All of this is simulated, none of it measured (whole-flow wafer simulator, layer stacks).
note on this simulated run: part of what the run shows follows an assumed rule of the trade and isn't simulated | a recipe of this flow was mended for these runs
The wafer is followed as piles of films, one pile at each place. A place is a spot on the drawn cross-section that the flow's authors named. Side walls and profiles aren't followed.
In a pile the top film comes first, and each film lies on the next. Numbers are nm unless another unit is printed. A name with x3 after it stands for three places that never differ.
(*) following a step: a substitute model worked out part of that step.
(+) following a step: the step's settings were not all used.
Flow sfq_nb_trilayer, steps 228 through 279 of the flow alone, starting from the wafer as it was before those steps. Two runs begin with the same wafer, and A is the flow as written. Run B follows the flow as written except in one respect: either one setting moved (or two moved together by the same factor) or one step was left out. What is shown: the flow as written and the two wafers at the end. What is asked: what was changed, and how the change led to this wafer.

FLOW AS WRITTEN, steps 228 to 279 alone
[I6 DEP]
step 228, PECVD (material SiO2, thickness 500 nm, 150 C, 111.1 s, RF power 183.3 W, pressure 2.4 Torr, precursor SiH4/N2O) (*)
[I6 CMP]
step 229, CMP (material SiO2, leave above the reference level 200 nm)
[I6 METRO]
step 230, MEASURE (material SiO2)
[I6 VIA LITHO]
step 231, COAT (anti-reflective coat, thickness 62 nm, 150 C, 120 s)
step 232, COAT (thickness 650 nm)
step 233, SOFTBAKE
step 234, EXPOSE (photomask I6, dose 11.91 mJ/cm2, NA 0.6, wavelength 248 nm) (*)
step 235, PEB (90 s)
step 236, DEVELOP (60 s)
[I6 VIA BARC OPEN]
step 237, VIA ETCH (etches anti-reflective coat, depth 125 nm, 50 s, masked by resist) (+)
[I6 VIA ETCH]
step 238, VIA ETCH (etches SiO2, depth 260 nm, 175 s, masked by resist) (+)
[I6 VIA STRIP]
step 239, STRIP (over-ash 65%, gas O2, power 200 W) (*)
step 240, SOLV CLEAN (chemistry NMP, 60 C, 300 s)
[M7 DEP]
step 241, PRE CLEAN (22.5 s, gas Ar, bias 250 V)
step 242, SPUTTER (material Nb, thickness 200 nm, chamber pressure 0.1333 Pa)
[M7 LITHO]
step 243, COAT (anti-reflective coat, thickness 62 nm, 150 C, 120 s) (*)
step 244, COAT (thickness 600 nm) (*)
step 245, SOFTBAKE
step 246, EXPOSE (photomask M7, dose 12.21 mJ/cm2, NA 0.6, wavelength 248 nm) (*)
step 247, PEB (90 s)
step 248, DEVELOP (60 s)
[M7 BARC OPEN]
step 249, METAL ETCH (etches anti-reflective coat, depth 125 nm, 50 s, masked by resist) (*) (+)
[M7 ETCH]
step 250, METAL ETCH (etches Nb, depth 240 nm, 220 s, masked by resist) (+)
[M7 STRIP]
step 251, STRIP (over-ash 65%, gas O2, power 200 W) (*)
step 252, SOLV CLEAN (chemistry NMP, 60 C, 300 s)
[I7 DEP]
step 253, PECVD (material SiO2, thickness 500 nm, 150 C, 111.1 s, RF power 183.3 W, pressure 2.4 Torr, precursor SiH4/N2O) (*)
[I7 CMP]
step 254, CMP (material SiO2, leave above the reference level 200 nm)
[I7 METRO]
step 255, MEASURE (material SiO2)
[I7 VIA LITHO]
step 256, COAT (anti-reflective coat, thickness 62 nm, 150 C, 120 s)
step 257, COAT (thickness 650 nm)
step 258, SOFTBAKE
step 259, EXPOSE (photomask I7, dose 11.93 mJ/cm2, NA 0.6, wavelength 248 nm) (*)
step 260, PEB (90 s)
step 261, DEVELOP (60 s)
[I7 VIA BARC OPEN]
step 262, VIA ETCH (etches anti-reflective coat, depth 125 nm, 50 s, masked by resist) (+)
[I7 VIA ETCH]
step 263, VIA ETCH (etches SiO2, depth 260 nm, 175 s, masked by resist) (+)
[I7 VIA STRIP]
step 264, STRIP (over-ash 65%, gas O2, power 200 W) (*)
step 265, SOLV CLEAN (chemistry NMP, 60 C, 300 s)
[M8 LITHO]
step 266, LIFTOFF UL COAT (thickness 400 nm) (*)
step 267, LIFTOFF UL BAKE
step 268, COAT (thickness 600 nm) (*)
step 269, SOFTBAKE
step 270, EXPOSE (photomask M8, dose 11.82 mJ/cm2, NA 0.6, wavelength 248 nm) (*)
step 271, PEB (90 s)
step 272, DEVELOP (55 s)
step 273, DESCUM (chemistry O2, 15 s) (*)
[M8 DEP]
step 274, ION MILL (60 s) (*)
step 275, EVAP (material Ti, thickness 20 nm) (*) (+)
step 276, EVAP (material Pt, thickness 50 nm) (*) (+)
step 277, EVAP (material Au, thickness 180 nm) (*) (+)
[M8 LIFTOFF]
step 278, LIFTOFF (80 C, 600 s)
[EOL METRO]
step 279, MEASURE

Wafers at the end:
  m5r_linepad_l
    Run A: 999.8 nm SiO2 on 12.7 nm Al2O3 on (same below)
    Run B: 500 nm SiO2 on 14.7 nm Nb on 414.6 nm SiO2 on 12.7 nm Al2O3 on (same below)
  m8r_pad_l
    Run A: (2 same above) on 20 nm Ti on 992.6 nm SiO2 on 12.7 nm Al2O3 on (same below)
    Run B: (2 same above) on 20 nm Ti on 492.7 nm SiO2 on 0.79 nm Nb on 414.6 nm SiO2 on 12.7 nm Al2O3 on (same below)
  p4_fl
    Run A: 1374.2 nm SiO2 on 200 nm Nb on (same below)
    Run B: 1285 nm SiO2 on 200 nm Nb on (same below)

What caused this: step 228, PECVD: thickness 218.8 nm was run, while the flow as written has thickness 500 nm; step 228, PECVD: 48.61 s was run, where the flow has 111.1 s.

Step by step, how the change led to this:
  step 228, PECVD (material SiO2, thickness 500 nm, 150 C, 111.1 s, RF power 183.3 W, pressure 2.4 Torr, precursor SiH4/N2O) (*)
      field_l, p4_fl, p4_fm and 62 more: A SiO2 gains 500 | B SiO2 gains 218.8
      v_sur, via_wl, via_w and 21 more: A SiO2 gains 500 (new film) | B SiO2 gains 218.8 (new film)
      (and at 17 other places as well)
  step 229, CMP (material SiO2, leave above the reference level 200 nm)
      field_l, p4_fl, p4_fm and 59 more: A SiO2 loses 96 | B nothing
      moat, field_r, lsp_l, ln_m5, lsp_m: A SiO2 loses 89.5 | B nothing
      (and at 39 other places as well)
  step 231, COAT (anti-reflective coat, thickness 62 nm, 150 C, 120 s)
      be_sur, ln_m6, wl_c_m6: A anti-reflective coat gains 62 (new film) | B anti-reflective coat gains 36.8 (new film)
      p3_l3, p3_l6, wl_e_m5: A anti-reflective coat gains 62 (new film) | B anti-reflective coat gains 64.3 (new film)
      (and at 93 other places as well)
  step 232, COAT (thickness 650 nm)
      moat, p3_s1: A KrF-resist-other-grade gains 650 (new film) | B KrF-resist-other-grade gains 668.3 (new film)
      wl_j_sl, wl_jj: A KrF-resist-other-grade gains 650 (new film) | B KrF-resist-other-grade gains 583.8 (new film)
      (and at 70 other places as well)
  step 236, DEVELOP (60 s)
      via_v: A KrF-resist-other-grade loses 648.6 (all of it) | B KrF-resist-other-grade loses 598.9 (all of it)
  step 237, VIA ETCH (etches anti-reflective coat, depth 125 nm, 50 s, masked by resist) (+)
      via_v: A anti-reflective coat loses 62 (all of it), SiO2 loses 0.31 | B anti-reflective coat loses 57.6 (all of it), SiO2 loses 0.34
  step 239, STRIP (over-ash 65%, gas O2, power 200 W) (*)
      m0r_line_l, m7r_line_l: A KrF-resist-other-grade loses 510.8 (all of it), anti-reflective coat loses 62 (all of it) | B KrF-resist-other-grade loses 578.1 (all of it), anti-reflective coat loses 29.9 (all of it)
      m0r_space_l, m7r_space_l: A KrF-resist-other-grade loses 510.8 (all of it), anti-reflective coat loses 62 (all of it) | B KrF-resist-other-grade loses 523.6 (all of it), anti-reflective coat loses 96 (all of it)
      (and at 98 other places as well)
  step 242, SPUTTER (material Nb, thickness 200 nm, chamber pressure 0.1333 Pa)
      lsp_r, l0_sur, l0v: A Nb gains 200 (new film) | B Nb gains 190.9 (new film)
      be: A Nb gains 200 (new film) | B Nb gains 128.1 (new film)
      (and at 4 other places as well)
  step 243, COAT (anti-reflective coat, thickness 62 nm, 150 C, 120 s) (*)
      m0r_line_l, m0r_line_r, m7r_line_l, m7r_line_r: A anti-reflective coat gains 62 (new film) | B anti-reflective coat gains 30 (new film)
      m0r_space_l, m0r_space_r, m7r_space_l, m7r_space_r: A anti-reflective coat gains 62 (new film) | B anti-reflective coat gains 96.4 (new film)
      (and at 89 other places as well)
  step 244, COAT (thickness 600 nm) (*)
      m0r_line_l, m0r_line_r, m7r_line_l, m7r_line_r: A KrF-resist-other-grade gains 600 (new film) | B KrF-resist-other-grade gains 665.8 (new film)
      m5r_line_l, m5r_line_r: A KrF-resist-other-grade gains 600 (new film) | B KrF-resist-other-grade gains 643.7 (new film)
      (and at 69 other places as well)
  step 247, PEB (90 s)
      be: A KrF-resist-other-grade loses 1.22 | B KrF-resist-other-grade loses 1.75
  step 248, DEVELOP (60 s)
      m0r_line_l, m0r_line_r: A KrF-resist-other-grade loses 598.7 (all of it) | B KrF-resist-other-grade loses 664.4 (all of it)
      m5r_line_l, m5r_line_r: A KrF-resist-other-grade loses 598.7 (all of it) | B KrF-resist-other-grade loses 642.3 (all of it)
      (and at 34 other places as well)
  step 249, METAL ETCH (etches anti-reflective coat, depth 125 nm, 50 s, masked by resist) (*) (+)
      m5r_linepad_l, m5r_linepad_r, r5r_spacepad_l, r5r_spacepad_r, m8r_pad_l, m8r_pad_r: A anti-reflective coat loses 62 (all of it) | B anti-reflective coat loses 125
      m0r_space_l, m0r_space_r, m7r_space_l, m7r_space_r: A anti-reflective coat loses 62 (all of it) | B anti-reflective coat loses 96.4 (all of it)
      (and at 49 other places as well)
  step 250, METAL ETCH (etches Nb, depth 240 nm, 220 s, masked by resist) (+)
      m5r_linepad_l, m5r_linepad_r: A Nb loses 200 (all of it), SiO2 loses 4 | B anti-reflective coat loses 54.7 (all of it), Nb loses 185.3
      r5r_spacepad_l, r5r_spacepad_r: A Nb loses 200 (all of it), SiO2 loses 4 | B anti-reflective coat loses 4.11 (all of it), Nb loses 200 (all of it), SiO2 loses 3.41
      (and at 4 other places as well)
  step 251, STRIP (over-ash 65%, gas O2, power 200 W) (*)
      m7r_line_l, m7r_line_r: A KrF-resist-other-grade loses 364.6 (all of it), anti-reflective coat loses 62 (all of it) | B KrF-resist-other-grade loses 430.3 (all of it), anti-reflective coat loses 30 (all of it)
      v_sur: A KrF-resist-other-grade loses 360.6 (all of it), anti-reflective coat loses 64.6 (all of it) | B KrF-resist-other-grade loses 320.3 (all of it), anti-reflective coat loses 28.5 (all of it)
      (and at 38 other places as well)
  step 253, PECVD (material SiO2, thickness 500 nm, 150 C, 111.1 s, RF power 183.3 W, pressure 2.4 Torr, precursor SiH4/N2O) (*)
      m5r_linepad_l, m5r_linepad_r, m8r_pad_l, m8r_pad_r: A SiO2 gains 500 | B SiO2 gains 500 (new film)
      wl_c_sl, m6r_space_l, m6r_space_r: A SiO2 gains 500 | B SiO2 gains 542.3
      (and at 4 other places as well)
  ... 9 other steps ...
  step 278, LIFTOFF (80 C, 600 s)
      m0r_line_l, m0r_line_r: A Au loses 180 (all of it), Pt loses 50 (all of it), Ti loses 20 (all of it), KrF-resist-other-grade loses 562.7 (all of it), lift-off-underlayer loses 400 (all of it) | B Au loses 180 (all of it), Pt loses 50 (all of it), Ti loses 20 (all of it), KrF-resist-other-grade loses 570.6 (all of it), lift-off-underlayer loses 425.6 (all of it)
      m0r_space_l, m0r_space_r: A Au loses 180 (all of it), Pt loses 50 (all of it), Ti loses 20 (all of it), KrF-resist-other-grade loses 562.7 (all of it), lift-off-underlayer loses 400 (all of it) | B Au loses 180 (all of it), Pt loses 50 (all of it), Ti loses 20 (all of it), KrF-resist-other-grade loses 564.8 (all of it), lift-off-underlayer loses 432.9 (all of it)
      (and at 56 other places as well)
Taking metal films that touch as one body, m5r_linepad_l has 3 bodies (between them, from the top down: SiO2 414.6 / Al2O3 12.7 / Nb2O5 29.9; SiO2 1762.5); the flow as written gives 2 bodies (between them, from the top down: SiO2 1762.5).
Taking metal films that touch as one body, m8r_pad_l has 4 bodies (between them, from the top down: SiO2 492.7; SiO2 414.6 / Al2O3 12.7 / Nb2O5 29.9; SiO2 1762.5); the flow as written gives 3 bodies (between them, from the top down: SiO2 992.6 / Al2O3 12.7 / Nb2O5 29.9; SiO2 1762.5).
